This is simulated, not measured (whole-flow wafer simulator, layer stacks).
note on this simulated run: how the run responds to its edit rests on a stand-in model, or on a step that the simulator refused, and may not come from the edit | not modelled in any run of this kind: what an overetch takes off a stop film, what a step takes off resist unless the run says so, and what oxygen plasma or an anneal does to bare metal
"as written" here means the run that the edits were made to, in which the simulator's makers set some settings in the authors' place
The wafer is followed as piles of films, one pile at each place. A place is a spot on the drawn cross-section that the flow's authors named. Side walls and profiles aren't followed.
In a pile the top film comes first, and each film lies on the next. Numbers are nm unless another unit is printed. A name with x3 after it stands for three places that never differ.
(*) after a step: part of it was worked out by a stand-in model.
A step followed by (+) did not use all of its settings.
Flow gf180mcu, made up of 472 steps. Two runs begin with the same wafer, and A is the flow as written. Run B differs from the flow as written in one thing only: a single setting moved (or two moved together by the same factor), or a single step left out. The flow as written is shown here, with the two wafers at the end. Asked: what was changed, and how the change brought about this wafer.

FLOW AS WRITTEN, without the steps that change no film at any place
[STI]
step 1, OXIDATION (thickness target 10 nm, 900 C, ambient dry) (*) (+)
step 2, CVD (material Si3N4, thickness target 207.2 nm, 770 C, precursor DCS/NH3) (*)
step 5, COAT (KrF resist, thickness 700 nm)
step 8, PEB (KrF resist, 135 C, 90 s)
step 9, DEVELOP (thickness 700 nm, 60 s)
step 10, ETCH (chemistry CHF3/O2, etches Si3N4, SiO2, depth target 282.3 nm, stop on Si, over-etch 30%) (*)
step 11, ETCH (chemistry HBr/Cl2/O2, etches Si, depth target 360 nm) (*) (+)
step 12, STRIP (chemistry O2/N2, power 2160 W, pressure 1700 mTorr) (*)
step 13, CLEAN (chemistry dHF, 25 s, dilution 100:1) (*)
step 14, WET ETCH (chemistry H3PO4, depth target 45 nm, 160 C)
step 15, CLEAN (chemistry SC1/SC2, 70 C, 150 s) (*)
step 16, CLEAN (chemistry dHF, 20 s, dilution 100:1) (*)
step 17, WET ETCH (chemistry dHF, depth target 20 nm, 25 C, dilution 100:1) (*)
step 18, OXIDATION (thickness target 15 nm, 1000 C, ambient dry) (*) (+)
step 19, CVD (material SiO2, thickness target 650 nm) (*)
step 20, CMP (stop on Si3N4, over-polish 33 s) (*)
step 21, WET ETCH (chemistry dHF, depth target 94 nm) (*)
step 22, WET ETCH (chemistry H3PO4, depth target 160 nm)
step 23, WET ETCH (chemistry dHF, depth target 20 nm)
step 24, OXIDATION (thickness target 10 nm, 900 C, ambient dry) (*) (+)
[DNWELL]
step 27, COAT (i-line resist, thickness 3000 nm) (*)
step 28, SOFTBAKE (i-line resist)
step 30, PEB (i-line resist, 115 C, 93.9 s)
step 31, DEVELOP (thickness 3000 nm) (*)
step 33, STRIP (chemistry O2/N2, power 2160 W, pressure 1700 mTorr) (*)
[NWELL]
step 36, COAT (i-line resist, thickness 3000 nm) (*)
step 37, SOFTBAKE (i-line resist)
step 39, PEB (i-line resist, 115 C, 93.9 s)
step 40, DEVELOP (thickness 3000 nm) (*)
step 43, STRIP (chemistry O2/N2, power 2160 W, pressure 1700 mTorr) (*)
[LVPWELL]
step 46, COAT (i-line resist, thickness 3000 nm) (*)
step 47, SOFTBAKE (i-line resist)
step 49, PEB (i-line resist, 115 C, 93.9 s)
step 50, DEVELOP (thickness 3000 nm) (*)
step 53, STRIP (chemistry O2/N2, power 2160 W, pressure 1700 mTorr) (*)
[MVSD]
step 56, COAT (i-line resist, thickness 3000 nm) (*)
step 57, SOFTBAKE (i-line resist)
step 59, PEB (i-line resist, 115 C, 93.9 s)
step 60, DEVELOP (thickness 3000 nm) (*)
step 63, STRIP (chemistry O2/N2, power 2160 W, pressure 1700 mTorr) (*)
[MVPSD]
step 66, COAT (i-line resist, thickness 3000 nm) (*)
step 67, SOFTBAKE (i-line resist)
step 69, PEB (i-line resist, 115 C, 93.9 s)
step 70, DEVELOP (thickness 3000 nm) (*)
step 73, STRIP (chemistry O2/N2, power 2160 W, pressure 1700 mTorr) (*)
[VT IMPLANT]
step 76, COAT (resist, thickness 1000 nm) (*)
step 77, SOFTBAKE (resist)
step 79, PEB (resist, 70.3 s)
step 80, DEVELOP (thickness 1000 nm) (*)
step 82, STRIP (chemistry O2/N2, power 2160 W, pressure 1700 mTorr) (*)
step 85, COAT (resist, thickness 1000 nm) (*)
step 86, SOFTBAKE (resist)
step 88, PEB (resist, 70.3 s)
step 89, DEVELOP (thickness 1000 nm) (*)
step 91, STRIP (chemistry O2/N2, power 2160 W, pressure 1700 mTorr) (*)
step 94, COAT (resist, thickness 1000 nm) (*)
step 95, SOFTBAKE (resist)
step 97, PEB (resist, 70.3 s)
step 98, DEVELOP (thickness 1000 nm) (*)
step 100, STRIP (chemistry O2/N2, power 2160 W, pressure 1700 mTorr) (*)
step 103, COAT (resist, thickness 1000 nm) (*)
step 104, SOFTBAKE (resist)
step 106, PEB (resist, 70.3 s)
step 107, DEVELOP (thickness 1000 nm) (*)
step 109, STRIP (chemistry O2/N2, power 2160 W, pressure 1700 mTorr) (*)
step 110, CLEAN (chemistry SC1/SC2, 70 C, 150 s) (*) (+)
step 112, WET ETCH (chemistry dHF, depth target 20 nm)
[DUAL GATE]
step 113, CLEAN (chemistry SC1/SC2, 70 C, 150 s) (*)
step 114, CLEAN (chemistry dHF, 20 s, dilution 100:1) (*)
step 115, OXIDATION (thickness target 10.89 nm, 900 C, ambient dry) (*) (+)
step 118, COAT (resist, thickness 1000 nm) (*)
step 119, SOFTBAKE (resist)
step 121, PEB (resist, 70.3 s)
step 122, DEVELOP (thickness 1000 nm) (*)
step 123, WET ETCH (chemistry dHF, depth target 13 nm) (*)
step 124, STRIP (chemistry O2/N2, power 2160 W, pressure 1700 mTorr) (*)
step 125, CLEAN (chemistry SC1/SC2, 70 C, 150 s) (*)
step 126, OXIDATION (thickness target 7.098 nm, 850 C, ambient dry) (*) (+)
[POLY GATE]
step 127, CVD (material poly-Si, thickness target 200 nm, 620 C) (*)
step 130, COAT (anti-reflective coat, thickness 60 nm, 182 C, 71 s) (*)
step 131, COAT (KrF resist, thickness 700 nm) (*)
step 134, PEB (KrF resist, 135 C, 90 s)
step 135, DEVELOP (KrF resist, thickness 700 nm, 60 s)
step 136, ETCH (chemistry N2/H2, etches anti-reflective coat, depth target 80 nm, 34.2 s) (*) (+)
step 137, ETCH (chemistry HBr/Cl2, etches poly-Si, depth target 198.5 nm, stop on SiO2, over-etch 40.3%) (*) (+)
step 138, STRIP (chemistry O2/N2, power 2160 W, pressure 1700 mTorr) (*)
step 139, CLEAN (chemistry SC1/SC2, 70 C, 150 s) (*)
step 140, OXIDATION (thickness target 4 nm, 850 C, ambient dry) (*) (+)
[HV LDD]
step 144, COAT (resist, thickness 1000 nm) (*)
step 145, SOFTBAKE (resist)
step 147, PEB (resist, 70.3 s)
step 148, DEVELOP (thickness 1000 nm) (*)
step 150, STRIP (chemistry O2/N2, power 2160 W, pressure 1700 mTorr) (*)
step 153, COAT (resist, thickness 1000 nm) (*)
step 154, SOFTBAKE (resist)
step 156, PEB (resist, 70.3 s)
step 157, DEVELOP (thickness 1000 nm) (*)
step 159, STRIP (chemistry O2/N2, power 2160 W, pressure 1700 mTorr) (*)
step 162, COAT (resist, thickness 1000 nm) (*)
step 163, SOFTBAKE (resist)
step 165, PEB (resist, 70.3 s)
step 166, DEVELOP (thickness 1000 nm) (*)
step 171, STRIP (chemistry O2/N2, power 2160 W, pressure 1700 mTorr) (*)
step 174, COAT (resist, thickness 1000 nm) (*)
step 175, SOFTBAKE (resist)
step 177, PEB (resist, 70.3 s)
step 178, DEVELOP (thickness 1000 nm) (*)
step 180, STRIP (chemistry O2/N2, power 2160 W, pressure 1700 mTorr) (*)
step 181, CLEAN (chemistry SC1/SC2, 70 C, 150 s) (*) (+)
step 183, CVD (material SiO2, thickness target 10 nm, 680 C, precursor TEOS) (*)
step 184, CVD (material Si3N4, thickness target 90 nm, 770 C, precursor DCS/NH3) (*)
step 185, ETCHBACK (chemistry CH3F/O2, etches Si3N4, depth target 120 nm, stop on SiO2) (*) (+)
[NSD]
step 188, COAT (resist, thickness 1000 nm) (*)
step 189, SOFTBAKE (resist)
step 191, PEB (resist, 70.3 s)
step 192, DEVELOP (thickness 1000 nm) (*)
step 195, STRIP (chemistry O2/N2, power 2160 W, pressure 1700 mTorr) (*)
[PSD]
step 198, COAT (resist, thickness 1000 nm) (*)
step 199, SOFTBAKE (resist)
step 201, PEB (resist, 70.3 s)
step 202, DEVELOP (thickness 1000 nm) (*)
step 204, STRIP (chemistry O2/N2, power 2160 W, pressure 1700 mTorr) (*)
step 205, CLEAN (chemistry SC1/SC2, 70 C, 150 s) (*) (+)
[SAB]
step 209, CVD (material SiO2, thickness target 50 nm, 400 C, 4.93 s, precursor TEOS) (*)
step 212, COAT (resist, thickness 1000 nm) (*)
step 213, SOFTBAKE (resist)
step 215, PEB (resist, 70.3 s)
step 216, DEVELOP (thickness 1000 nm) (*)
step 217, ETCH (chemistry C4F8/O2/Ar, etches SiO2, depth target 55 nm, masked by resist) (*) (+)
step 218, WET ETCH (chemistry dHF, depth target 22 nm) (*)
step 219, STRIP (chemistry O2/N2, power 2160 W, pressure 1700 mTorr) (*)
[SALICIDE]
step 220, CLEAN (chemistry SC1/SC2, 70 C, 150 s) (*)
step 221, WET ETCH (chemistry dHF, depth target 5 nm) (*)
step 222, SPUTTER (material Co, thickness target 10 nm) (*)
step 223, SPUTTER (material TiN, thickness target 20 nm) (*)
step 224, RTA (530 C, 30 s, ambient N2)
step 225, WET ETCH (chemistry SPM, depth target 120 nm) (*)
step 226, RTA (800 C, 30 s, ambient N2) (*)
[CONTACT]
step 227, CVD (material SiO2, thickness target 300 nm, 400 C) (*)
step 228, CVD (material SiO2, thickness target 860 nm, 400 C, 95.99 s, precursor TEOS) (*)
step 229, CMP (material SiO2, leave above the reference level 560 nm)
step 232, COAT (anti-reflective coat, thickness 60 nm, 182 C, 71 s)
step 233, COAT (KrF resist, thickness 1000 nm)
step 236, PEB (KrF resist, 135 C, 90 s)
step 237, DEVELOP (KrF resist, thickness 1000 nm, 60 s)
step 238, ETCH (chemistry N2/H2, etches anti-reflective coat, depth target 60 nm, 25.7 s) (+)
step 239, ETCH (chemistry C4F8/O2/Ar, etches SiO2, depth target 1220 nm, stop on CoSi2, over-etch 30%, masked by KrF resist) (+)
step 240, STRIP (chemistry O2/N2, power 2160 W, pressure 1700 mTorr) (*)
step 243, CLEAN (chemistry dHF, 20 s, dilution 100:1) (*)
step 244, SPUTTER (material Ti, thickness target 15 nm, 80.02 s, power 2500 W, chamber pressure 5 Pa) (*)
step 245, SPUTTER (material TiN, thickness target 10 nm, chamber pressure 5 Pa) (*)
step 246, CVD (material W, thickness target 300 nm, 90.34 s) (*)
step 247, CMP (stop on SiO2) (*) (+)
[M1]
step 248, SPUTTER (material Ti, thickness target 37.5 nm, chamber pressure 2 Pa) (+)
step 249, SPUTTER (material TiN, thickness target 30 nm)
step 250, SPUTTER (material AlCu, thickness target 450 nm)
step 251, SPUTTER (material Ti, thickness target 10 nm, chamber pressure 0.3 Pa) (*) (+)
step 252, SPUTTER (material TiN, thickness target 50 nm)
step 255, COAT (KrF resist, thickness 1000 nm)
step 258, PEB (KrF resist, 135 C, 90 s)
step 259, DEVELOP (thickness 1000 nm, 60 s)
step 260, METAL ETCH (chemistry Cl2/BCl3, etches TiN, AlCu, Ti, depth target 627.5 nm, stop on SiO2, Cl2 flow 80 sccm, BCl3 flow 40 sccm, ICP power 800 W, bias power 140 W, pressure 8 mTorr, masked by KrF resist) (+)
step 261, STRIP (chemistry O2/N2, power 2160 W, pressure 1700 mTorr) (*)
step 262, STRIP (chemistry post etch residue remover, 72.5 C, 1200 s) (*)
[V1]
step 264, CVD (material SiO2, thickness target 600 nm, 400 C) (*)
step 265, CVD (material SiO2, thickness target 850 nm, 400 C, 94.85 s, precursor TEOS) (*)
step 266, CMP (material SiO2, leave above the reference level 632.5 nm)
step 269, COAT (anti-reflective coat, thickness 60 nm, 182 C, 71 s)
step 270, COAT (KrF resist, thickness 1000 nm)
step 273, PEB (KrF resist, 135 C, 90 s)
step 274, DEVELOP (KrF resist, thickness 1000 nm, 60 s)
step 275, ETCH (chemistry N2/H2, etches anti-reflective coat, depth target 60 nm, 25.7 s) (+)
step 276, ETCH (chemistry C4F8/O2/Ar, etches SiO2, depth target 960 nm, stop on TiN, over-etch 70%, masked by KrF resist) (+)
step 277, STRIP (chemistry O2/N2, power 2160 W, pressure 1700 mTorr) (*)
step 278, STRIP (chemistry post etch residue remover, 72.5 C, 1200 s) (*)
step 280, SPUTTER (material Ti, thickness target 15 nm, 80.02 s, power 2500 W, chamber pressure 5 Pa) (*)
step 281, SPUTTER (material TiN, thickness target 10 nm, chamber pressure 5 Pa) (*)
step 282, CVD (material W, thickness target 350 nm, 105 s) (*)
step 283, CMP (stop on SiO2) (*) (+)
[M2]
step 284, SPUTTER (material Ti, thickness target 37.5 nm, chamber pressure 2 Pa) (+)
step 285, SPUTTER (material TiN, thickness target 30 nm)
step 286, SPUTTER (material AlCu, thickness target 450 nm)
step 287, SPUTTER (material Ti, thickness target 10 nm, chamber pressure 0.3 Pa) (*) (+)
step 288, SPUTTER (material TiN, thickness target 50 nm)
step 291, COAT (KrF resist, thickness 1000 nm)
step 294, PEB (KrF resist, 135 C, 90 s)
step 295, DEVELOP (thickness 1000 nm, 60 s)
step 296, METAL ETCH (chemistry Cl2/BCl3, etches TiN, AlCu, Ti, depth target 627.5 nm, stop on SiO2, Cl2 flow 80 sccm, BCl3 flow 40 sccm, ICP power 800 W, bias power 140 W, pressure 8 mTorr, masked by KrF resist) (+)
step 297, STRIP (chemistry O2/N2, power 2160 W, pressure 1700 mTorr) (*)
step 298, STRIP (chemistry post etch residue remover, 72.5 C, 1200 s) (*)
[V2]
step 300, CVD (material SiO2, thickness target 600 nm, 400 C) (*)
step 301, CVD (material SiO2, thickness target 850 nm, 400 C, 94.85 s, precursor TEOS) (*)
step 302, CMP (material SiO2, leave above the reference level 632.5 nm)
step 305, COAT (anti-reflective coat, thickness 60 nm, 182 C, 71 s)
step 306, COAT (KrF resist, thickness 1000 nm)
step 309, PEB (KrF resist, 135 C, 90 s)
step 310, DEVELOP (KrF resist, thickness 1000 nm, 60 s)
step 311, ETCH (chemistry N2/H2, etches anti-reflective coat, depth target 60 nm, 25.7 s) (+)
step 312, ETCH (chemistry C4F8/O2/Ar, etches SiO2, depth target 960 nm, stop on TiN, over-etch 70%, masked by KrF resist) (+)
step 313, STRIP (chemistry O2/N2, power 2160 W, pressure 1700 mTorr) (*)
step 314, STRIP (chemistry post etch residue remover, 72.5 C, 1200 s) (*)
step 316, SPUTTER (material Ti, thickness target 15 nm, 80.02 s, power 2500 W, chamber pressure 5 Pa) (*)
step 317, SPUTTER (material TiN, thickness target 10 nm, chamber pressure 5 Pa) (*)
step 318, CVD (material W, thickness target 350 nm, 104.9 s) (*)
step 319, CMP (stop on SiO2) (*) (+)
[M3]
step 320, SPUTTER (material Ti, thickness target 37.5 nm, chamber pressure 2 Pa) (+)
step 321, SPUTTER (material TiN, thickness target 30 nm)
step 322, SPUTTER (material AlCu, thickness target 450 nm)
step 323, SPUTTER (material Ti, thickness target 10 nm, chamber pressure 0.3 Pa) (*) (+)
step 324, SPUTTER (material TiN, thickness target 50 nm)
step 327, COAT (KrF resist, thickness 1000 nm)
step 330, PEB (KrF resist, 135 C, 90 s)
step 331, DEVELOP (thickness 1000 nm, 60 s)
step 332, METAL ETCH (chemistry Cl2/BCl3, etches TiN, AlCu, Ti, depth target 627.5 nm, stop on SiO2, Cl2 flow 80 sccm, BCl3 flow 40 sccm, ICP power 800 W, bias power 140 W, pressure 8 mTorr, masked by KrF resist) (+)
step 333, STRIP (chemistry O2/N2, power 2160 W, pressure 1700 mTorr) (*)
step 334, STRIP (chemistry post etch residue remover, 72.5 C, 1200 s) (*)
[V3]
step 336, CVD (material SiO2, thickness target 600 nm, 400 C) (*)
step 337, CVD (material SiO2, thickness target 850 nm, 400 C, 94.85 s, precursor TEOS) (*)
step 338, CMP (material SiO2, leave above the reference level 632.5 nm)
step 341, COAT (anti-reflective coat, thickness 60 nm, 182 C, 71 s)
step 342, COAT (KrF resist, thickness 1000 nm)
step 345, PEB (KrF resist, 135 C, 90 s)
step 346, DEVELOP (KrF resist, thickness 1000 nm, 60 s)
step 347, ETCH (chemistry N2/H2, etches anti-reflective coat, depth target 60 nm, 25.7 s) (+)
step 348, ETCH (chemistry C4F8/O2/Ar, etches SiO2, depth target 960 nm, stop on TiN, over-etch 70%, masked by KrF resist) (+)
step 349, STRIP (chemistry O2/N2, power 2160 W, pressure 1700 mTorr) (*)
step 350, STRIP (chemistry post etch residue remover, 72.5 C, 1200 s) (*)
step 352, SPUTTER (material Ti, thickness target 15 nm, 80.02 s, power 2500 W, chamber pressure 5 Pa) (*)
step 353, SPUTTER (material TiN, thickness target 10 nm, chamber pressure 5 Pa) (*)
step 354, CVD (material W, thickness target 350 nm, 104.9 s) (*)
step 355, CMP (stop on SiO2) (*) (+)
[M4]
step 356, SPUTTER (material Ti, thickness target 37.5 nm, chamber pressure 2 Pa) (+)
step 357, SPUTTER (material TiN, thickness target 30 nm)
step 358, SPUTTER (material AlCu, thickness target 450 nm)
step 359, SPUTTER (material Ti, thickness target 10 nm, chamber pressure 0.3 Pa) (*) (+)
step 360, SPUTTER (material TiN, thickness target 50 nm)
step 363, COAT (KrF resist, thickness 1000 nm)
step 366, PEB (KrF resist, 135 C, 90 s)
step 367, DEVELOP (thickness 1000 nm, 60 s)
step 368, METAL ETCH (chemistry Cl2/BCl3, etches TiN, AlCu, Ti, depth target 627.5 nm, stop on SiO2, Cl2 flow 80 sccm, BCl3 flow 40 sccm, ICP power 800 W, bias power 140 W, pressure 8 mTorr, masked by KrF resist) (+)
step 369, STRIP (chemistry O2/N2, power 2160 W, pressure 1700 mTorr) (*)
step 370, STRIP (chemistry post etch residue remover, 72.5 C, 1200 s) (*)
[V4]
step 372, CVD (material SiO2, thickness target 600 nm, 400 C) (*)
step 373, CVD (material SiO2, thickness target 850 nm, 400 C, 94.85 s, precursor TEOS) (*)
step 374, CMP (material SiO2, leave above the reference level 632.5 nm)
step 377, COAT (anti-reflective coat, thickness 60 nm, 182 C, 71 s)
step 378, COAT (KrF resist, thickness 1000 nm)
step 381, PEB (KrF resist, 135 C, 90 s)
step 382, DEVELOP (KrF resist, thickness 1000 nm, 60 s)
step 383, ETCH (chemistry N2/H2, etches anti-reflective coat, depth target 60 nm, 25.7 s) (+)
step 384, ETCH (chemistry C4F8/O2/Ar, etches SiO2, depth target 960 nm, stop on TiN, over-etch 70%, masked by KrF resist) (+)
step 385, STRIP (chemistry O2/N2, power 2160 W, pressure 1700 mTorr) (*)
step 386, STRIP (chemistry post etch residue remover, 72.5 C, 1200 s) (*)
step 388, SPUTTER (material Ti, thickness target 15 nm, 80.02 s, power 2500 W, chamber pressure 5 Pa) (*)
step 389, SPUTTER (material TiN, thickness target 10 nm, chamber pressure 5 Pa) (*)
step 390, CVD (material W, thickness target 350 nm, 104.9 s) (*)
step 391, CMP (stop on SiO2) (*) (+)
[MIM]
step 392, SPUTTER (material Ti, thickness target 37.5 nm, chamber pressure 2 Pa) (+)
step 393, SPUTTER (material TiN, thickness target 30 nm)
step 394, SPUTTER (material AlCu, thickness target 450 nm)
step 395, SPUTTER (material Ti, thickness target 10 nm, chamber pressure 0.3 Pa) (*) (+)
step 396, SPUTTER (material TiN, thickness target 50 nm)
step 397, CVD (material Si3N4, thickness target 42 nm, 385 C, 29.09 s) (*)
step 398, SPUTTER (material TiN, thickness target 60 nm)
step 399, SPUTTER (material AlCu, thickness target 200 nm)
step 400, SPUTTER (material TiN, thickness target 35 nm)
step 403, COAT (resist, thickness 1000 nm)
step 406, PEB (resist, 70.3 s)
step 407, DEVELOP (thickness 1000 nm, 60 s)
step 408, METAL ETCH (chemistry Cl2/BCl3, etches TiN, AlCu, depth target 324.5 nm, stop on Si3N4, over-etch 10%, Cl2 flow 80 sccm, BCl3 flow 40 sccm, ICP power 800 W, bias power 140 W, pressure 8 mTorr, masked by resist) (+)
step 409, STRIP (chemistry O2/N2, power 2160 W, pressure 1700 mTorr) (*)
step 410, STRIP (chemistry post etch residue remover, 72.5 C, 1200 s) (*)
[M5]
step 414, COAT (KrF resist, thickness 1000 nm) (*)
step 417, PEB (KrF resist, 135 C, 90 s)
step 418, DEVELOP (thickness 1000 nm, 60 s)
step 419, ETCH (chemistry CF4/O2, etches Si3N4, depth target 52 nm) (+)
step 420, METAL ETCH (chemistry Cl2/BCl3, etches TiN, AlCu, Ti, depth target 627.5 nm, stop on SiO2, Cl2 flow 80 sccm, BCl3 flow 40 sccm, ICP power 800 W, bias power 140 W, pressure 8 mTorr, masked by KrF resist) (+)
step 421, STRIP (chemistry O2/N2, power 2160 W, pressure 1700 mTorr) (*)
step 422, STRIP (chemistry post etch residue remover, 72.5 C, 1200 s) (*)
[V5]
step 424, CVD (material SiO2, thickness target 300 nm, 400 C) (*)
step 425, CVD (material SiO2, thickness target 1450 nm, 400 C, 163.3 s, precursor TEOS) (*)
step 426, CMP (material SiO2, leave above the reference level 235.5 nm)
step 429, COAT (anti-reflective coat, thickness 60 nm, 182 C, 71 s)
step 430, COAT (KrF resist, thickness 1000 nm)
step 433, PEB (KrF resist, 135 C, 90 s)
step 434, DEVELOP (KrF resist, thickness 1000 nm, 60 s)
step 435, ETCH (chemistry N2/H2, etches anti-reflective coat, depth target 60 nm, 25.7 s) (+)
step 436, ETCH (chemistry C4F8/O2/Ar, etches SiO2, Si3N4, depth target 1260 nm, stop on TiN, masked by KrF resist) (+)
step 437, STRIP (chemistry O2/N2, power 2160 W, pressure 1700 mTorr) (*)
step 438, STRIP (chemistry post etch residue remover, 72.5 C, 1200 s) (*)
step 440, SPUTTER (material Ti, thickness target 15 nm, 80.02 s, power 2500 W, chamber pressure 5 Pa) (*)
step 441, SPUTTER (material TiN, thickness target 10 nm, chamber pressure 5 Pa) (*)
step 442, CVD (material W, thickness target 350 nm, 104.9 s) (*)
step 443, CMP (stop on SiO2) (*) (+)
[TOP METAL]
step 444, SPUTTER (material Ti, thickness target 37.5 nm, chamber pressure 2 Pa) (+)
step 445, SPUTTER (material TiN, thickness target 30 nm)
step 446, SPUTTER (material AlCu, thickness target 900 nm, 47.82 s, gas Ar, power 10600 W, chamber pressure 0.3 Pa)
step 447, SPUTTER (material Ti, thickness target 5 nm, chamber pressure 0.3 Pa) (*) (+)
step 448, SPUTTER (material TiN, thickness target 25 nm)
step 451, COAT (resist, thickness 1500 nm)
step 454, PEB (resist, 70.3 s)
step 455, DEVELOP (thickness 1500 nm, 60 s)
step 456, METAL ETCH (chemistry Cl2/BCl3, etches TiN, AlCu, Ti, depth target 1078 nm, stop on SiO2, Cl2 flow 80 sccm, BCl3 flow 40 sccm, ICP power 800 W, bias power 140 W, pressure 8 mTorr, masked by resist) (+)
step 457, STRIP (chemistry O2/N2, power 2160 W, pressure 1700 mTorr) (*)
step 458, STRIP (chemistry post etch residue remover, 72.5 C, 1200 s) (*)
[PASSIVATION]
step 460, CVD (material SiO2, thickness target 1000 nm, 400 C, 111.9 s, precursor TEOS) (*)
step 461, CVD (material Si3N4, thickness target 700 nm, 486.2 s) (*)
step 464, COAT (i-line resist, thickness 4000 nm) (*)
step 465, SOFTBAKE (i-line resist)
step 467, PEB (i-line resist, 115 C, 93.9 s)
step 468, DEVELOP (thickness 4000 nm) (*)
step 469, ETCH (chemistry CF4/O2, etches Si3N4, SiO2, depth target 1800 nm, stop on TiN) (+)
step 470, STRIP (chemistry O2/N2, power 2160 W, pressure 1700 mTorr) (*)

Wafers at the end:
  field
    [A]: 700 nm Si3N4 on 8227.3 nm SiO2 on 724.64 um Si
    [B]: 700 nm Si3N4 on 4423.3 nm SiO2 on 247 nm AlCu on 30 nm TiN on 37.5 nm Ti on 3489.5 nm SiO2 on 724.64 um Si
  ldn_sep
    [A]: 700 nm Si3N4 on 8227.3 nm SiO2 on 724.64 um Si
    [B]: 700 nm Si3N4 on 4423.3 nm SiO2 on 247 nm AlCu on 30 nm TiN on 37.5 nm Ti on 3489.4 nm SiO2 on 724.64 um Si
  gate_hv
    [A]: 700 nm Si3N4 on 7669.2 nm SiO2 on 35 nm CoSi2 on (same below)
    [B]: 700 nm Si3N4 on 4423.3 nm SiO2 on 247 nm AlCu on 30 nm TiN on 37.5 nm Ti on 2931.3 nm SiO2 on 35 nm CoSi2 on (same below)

Cause: step 332, METAL ETCH: depth target 257.3 nm was run, while the flow as written has depth target 627.5 nm.

Step by step, how the change led to this:
  step 332, METAL ETCH (chemistry Cl2/BCl3, etches TiN, AlCu, Ti, depth target 627.5 nm, stop on SiO2, Cl2 flow 80 sccm, BCl3 flow 40 sccm, ICP power 800 W, bias power 140 W, pressure 8 mTorr, masked by KrF resist) (+)
      field, field__w1, field__w2 and 103 more: A -50 TiN (all of it), -10 Ti (all of it), -450 AlCu (all of it), -30 TiN (all of it), -37.5 Ti (all of it) | B -50 TiN (all of it), -10 Ti (all of it), -197.3 AlCu
      field__w8, contact, m1, m1__w1, m1_nw: A -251 KrF resist | B -102.9 KrF resist
  step 333, STRIP (chemistry O2/N2, power 2160 W, pressure 1700 mTorr) (*)
      field__w8, contact, m1, m1__w1, m1_nw: A -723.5 KrF resist (all of it) | B -871.6 KrF resist (all of it)
  step 334, STRIP (chemistry post etch residue remover, 72.5 C, 1200 s) (*)
      field, field__w1, field__w2 and 103 more: A nothing | B -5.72 AlCu
  step 336, CVD (material SiO2, thickness target 600 nm, 400 C) (*)
      field, field__w1, field__w2 and 103 more: A +600 SiO2 | B +600 SiO2 (new film)
  step 338, CMP (material SiO2, leave above the reference level 632.5 nm)
      field, field__w1, field__w2 and 103 more: A -300 SiO2 | B -614.5 SiO2
Taking metal films that touch as one body, field has 1 body; the flow as written gives 0 bodies.
Taking metal films that touch as one body, ldn_sep has 1 body; the flow as written gives 0 bodies.
Taking metal films that touch as one body, gate_hv has 2 bodies (between them, from the top down: SiO2 2931.3); the flow as written gives 1 body.
